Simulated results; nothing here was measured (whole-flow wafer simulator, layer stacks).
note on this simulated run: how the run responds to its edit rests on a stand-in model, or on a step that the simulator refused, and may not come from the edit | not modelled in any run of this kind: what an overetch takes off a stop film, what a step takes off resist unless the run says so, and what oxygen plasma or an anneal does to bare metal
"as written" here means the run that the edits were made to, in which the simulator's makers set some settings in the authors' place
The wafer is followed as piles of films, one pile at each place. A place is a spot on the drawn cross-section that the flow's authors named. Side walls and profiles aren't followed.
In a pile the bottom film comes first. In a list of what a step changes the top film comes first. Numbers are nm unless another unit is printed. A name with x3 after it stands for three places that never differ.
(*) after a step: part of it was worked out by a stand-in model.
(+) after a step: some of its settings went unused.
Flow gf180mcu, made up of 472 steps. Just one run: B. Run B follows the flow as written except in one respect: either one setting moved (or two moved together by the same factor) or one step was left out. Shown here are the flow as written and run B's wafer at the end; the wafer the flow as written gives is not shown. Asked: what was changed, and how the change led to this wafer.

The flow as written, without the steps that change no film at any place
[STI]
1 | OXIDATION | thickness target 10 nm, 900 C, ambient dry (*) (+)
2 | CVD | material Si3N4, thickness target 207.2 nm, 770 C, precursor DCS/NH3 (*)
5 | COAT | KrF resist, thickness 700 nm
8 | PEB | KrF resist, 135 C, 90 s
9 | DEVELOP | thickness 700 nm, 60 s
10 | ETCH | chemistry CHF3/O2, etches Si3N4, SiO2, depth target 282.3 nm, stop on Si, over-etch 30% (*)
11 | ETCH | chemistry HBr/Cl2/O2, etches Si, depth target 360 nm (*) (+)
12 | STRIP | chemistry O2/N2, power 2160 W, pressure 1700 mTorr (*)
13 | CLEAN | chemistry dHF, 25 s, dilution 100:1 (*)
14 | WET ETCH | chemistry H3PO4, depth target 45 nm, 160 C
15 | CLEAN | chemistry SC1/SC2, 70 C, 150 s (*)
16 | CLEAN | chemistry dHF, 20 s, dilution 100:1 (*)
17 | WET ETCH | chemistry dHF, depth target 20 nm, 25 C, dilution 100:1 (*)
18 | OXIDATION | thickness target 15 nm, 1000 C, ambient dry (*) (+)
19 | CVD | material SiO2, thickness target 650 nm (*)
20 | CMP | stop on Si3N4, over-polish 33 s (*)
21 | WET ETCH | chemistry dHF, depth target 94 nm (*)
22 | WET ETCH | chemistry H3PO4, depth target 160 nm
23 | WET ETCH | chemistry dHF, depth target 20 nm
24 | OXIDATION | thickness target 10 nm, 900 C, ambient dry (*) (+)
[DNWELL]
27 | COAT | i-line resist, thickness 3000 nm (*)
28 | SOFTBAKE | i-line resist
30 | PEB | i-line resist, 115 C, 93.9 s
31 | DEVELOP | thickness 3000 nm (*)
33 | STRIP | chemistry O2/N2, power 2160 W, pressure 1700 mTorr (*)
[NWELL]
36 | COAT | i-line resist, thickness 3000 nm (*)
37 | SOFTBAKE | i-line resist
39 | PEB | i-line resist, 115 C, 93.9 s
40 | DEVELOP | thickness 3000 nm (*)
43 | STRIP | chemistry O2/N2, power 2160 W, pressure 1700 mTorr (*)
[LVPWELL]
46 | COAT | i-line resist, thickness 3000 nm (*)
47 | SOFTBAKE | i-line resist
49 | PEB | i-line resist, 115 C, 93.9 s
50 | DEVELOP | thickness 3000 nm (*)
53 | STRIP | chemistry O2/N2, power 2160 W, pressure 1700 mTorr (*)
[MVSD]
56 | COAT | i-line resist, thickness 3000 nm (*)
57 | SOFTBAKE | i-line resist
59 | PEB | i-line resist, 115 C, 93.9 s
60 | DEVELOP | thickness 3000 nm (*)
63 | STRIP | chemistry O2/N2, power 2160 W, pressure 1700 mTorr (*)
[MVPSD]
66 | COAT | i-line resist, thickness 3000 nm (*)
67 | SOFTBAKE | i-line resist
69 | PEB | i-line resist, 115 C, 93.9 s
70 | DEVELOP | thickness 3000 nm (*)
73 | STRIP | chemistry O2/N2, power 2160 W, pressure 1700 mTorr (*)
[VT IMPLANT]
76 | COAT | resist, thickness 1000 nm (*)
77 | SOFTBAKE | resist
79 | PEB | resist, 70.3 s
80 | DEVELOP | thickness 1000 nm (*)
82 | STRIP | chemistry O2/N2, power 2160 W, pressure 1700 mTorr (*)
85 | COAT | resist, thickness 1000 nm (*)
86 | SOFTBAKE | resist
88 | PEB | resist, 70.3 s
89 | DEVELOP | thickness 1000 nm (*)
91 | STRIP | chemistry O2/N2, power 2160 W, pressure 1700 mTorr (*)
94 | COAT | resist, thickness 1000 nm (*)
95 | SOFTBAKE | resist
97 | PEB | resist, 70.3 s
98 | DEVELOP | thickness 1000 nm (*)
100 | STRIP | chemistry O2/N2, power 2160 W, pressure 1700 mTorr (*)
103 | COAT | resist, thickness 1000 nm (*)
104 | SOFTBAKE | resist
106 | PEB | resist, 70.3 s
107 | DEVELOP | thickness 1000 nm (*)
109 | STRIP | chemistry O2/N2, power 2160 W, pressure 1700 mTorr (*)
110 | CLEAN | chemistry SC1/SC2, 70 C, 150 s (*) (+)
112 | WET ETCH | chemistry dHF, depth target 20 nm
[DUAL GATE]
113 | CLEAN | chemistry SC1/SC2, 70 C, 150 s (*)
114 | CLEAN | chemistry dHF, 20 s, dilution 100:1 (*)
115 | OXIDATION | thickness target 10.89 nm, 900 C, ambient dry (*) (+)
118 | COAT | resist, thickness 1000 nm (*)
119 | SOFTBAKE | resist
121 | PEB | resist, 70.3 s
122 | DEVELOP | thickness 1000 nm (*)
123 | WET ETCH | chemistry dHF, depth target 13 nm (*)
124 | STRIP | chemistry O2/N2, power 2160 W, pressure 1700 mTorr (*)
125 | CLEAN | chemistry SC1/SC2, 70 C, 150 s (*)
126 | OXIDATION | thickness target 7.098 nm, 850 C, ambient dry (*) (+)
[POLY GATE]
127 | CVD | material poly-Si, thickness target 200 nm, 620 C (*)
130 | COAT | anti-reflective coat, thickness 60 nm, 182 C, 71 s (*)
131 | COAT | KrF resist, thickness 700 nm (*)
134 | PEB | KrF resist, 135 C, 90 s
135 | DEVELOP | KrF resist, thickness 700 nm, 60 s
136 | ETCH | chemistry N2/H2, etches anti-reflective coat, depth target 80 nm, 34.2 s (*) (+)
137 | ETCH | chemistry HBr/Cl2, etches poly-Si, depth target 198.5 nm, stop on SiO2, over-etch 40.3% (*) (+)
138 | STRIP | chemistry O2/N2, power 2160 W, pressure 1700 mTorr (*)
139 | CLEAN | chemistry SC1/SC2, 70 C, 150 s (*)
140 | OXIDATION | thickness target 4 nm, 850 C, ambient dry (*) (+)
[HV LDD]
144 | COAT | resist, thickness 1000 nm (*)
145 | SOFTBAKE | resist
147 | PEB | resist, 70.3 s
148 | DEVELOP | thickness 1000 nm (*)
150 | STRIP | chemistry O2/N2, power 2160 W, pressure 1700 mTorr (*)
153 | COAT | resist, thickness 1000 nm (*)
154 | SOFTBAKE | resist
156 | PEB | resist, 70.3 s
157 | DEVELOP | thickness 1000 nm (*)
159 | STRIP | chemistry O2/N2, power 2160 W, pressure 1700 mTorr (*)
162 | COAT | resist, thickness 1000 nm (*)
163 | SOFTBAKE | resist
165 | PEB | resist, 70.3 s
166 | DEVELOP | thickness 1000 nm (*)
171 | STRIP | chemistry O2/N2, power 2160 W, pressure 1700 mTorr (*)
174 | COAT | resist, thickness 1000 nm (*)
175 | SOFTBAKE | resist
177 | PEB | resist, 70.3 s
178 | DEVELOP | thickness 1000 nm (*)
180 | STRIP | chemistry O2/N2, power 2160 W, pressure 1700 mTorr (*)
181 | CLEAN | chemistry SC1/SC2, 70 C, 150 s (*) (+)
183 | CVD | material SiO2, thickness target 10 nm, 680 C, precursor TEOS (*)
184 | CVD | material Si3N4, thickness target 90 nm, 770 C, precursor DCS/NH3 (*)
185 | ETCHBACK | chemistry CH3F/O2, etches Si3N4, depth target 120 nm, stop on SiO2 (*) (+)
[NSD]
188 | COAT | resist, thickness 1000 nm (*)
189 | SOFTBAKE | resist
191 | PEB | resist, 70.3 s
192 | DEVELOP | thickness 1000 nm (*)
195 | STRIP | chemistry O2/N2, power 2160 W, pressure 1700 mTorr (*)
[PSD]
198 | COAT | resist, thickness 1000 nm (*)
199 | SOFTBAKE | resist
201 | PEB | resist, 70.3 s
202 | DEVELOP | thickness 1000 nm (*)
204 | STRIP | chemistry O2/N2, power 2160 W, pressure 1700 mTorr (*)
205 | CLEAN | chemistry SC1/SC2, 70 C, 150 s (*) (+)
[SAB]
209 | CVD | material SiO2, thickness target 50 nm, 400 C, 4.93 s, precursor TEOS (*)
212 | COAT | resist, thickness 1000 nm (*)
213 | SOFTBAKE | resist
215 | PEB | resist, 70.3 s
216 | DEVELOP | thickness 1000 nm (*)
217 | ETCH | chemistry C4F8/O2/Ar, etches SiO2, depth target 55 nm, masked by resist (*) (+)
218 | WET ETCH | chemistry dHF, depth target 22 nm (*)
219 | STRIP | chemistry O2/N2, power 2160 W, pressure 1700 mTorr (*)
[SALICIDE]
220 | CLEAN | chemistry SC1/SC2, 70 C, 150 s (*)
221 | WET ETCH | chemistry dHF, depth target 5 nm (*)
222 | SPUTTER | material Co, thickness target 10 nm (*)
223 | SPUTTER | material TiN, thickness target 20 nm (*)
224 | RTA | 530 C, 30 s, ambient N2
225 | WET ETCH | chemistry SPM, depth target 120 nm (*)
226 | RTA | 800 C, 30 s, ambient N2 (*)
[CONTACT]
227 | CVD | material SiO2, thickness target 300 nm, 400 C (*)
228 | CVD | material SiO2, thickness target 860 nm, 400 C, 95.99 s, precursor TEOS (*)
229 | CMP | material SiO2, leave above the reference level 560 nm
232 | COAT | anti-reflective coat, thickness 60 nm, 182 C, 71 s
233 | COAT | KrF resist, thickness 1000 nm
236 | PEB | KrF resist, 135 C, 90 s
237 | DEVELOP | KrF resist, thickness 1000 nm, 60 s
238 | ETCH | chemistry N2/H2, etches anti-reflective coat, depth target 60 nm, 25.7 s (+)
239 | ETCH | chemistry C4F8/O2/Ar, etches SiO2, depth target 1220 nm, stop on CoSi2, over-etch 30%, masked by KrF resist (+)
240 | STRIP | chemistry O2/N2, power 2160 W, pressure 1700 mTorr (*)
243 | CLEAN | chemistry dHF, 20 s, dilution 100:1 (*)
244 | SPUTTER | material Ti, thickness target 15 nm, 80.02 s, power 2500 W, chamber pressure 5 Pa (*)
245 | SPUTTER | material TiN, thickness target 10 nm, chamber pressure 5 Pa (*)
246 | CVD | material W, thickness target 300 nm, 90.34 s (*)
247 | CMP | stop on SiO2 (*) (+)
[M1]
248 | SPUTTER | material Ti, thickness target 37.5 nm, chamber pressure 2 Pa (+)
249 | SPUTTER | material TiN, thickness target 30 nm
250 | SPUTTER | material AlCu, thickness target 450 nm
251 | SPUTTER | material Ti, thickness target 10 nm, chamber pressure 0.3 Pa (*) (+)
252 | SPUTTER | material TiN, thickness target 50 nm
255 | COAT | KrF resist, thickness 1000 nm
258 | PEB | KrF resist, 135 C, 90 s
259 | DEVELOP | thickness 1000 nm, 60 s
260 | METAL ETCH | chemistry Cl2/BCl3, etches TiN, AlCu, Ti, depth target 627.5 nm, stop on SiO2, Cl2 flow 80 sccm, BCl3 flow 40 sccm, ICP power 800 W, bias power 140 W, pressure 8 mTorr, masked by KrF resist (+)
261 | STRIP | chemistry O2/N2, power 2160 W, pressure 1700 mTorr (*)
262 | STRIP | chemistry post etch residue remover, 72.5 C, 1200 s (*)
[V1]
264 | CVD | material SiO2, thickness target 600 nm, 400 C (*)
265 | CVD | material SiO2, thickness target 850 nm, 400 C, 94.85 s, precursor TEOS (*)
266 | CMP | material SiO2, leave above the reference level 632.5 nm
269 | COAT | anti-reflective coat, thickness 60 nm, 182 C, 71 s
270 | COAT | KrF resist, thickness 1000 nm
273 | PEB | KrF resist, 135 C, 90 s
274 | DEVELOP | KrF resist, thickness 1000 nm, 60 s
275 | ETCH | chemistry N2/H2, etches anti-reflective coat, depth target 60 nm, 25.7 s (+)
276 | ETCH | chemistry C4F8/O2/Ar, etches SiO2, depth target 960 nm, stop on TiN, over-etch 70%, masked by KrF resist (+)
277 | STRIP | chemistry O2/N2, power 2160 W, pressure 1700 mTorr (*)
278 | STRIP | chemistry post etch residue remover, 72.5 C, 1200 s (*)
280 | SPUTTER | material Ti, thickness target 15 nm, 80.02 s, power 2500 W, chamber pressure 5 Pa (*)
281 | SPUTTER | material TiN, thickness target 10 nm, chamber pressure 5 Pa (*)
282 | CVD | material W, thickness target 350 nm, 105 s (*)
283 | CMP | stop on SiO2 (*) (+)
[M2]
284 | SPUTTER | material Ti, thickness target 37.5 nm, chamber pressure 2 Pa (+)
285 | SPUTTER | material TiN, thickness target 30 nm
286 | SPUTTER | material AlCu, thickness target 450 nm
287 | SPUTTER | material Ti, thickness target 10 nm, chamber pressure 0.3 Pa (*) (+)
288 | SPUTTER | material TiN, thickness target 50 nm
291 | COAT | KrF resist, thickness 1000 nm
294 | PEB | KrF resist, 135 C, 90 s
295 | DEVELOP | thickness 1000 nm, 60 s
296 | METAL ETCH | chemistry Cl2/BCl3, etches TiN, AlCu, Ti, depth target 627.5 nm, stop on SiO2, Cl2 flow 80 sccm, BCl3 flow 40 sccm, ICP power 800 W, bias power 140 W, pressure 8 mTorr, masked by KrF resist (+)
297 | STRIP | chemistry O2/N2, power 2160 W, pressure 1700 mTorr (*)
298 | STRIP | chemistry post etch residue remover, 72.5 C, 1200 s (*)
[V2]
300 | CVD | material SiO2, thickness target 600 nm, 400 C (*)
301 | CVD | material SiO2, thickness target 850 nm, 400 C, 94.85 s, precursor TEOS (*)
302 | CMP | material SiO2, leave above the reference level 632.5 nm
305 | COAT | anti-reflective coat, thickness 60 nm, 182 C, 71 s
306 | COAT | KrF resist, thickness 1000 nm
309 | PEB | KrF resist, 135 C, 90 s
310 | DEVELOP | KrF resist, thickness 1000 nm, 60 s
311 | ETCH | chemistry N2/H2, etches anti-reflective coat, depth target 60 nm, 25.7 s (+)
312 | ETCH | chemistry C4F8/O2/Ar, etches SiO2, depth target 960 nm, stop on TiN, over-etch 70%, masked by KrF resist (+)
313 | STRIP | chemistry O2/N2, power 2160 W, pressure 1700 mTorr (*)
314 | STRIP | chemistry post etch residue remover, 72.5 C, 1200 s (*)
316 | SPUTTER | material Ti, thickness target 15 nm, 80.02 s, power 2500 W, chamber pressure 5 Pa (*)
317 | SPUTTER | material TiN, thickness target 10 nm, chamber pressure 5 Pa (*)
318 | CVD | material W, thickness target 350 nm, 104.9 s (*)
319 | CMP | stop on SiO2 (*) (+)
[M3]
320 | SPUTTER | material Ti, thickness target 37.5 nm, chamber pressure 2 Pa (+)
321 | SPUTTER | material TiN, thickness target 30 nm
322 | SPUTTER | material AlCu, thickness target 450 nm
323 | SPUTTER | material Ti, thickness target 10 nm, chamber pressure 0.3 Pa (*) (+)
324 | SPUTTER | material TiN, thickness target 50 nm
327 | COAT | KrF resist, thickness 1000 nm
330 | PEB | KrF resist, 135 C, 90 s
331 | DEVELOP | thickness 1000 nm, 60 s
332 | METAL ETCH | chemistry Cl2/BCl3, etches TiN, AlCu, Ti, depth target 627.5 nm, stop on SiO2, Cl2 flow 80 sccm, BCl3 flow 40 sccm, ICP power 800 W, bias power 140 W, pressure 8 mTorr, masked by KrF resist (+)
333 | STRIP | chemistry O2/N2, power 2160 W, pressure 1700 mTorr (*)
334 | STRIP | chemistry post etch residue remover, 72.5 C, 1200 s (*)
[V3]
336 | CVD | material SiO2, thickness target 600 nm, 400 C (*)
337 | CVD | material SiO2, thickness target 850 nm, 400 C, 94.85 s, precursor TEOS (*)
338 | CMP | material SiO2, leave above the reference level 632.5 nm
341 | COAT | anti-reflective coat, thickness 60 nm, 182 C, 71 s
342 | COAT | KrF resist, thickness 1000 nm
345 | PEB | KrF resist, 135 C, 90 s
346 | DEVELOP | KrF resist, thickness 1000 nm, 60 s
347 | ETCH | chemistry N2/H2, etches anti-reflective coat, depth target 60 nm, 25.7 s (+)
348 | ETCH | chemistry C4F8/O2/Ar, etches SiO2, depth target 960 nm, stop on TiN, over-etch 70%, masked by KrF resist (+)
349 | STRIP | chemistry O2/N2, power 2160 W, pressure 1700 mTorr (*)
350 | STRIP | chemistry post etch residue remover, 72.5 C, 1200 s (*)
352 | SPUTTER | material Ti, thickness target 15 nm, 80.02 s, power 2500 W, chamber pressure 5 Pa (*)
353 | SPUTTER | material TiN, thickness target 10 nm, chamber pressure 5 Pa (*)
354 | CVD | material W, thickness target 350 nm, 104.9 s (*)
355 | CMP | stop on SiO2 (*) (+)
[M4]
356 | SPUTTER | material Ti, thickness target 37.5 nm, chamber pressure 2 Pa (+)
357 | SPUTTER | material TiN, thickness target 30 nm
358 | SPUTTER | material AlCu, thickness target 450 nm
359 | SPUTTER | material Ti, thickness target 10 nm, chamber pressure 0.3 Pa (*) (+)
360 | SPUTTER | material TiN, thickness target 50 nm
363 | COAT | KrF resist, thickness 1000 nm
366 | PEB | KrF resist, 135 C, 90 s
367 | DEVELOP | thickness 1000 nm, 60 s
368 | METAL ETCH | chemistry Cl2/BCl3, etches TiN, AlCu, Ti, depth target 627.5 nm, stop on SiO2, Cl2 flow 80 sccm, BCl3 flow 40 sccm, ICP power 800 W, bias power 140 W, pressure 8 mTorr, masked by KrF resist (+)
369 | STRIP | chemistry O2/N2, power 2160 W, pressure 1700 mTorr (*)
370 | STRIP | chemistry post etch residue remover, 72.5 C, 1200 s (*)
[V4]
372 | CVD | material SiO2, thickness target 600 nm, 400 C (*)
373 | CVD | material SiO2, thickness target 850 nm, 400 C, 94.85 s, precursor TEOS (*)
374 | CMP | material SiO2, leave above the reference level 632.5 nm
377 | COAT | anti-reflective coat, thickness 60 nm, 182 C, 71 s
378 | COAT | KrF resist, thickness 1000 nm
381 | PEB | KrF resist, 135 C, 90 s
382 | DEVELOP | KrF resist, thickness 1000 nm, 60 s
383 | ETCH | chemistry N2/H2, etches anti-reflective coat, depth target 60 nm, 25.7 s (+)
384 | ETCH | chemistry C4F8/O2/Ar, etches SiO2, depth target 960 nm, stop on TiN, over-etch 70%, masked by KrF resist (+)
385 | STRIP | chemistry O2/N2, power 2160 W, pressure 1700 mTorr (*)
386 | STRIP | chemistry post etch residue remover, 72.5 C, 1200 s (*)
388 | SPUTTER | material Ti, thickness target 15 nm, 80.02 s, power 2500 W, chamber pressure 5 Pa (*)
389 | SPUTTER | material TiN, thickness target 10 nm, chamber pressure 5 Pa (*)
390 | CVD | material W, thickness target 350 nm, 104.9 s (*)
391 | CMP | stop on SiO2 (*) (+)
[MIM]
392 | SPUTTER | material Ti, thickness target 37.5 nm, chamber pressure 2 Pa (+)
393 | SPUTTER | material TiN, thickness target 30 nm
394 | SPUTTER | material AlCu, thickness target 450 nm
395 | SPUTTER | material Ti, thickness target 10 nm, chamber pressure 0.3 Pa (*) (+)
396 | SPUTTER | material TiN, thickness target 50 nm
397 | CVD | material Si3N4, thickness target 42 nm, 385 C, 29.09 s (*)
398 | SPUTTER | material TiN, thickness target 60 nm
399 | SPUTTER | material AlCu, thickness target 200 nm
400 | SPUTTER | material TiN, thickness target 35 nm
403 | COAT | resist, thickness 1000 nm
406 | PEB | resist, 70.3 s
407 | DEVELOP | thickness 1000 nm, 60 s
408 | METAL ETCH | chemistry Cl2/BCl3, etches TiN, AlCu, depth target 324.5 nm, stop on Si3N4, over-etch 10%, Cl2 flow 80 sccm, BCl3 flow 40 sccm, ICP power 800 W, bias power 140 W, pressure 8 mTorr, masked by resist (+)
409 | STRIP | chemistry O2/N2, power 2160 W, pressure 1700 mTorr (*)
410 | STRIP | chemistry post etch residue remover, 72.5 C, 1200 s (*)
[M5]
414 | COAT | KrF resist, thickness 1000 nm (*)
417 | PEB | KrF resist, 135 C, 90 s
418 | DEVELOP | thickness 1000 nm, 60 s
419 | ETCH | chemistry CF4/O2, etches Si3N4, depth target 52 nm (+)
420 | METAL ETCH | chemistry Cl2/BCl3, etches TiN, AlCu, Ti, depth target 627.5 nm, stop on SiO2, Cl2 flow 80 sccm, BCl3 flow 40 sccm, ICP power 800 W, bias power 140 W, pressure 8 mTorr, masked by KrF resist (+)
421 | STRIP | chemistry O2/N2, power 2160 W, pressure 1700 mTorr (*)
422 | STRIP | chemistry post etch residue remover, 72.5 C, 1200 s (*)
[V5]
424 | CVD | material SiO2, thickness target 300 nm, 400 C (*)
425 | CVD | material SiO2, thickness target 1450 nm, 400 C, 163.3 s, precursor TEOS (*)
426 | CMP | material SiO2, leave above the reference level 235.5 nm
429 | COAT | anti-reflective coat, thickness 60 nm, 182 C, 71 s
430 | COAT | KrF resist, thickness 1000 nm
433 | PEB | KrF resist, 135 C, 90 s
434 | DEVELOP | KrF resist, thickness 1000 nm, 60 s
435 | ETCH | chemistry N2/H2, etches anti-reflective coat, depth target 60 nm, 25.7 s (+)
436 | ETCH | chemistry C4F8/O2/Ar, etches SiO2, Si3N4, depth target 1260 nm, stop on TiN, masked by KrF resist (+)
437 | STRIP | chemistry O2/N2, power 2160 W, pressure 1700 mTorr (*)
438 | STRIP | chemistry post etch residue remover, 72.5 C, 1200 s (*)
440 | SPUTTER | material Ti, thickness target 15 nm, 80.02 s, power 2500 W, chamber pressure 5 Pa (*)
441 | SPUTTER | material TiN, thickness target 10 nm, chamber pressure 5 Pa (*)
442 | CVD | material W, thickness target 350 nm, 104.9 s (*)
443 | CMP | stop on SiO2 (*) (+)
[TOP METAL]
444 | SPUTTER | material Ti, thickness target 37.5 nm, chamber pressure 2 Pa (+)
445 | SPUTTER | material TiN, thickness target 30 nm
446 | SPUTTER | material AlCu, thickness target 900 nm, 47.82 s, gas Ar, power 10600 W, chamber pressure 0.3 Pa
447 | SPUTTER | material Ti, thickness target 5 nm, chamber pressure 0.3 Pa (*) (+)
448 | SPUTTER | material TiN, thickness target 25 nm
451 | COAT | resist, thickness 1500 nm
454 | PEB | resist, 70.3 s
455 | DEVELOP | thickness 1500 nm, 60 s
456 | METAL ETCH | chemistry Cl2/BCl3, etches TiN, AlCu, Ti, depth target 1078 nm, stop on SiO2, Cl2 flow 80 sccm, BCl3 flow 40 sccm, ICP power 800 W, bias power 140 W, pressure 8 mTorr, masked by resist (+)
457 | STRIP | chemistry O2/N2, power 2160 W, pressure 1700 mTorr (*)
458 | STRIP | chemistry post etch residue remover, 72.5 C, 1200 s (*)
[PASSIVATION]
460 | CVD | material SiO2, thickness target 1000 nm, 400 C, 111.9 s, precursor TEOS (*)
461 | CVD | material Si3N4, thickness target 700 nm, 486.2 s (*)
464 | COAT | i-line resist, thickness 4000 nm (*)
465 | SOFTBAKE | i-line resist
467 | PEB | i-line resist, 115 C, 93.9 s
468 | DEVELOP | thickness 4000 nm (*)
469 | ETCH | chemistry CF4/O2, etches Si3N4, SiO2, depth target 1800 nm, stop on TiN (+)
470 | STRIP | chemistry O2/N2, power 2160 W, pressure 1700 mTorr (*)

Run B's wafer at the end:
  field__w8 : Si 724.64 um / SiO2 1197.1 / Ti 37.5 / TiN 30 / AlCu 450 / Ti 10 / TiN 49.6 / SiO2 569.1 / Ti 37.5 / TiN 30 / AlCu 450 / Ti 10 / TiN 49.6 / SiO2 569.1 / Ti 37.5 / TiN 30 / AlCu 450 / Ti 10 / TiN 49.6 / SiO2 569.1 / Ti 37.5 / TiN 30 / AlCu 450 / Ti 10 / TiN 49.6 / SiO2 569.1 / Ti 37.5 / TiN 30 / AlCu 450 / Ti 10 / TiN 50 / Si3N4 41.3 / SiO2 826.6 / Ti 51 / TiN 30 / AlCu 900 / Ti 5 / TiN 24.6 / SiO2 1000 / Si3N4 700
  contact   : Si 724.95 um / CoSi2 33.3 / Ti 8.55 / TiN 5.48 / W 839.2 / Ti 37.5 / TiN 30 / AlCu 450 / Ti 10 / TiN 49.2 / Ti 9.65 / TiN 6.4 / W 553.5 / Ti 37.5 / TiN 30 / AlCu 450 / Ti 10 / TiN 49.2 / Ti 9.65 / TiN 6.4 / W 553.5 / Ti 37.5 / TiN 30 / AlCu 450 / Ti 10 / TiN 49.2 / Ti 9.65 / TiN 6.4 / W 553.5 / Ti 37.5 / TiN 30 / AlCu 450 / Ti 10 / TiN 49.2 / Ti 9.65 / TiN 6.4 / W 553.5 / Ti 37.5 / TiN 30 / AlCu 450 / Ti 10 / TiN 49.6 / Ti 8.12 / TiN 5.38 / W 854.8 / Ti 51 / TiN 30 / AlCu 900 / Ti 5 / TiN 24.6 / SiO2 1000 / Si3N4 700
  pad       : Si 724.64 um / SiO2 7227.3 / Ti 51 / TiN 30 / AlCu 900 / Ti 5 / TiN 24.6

The reason: step 444, SPUTTER: thickness target 51 nm was run, while the flow as written has thickness target 37.5 nm.
The wafer lets one read it off: field__w8 has Ti 51, and step 444 as written asks for 37.5 nm.

Step by step, how the change led to this:
  444 | SPUTTER | material Ti, thickness target 37.5 nm, chamber pressure 2 Pa (+)
      field, field__w1, field__w2 and 109 more: Ti gains 51 (new film) (it would be, as written: Ti gains 37.5 (new film))
  456 | METAL ETCH | chemistry Cl2/BCl3, etches TiN, AlCu, Ti, depth target 1078 nm, stop on SiO2, Cl2 flow 80 sccm, BCl3 flow 40 sccm, ICP power 800 W, bias power 140 W, pressure 8 mTorr, masked by resist (+)
      field, field__w1, field__w2 and 103 more: TiN loses 25 (all of it), Ti loses 5 (all of it), AlCu loses 900 (all of it), TiN loses 30 (all of it), Ti loses 51 (all of it) (it would be, as written: TiN loses 25 (all of it), Ti loses 5 (all of it), AlCu loses 900 (all of it), TiN loses 30 (all of it), Ti loses 37.5 (all of it))
  465 | SOFTBAKE | i-line resist
      gate: i-line resist loses 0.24 (it would be, as written: i-line resist gains 1.79)
      ld_acc_p, ld_fp_p, ld_drift_p: i-line resist gains 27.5 (it would be, as written: i-line resist gains 33.8)
      (as well as at 57 more places)
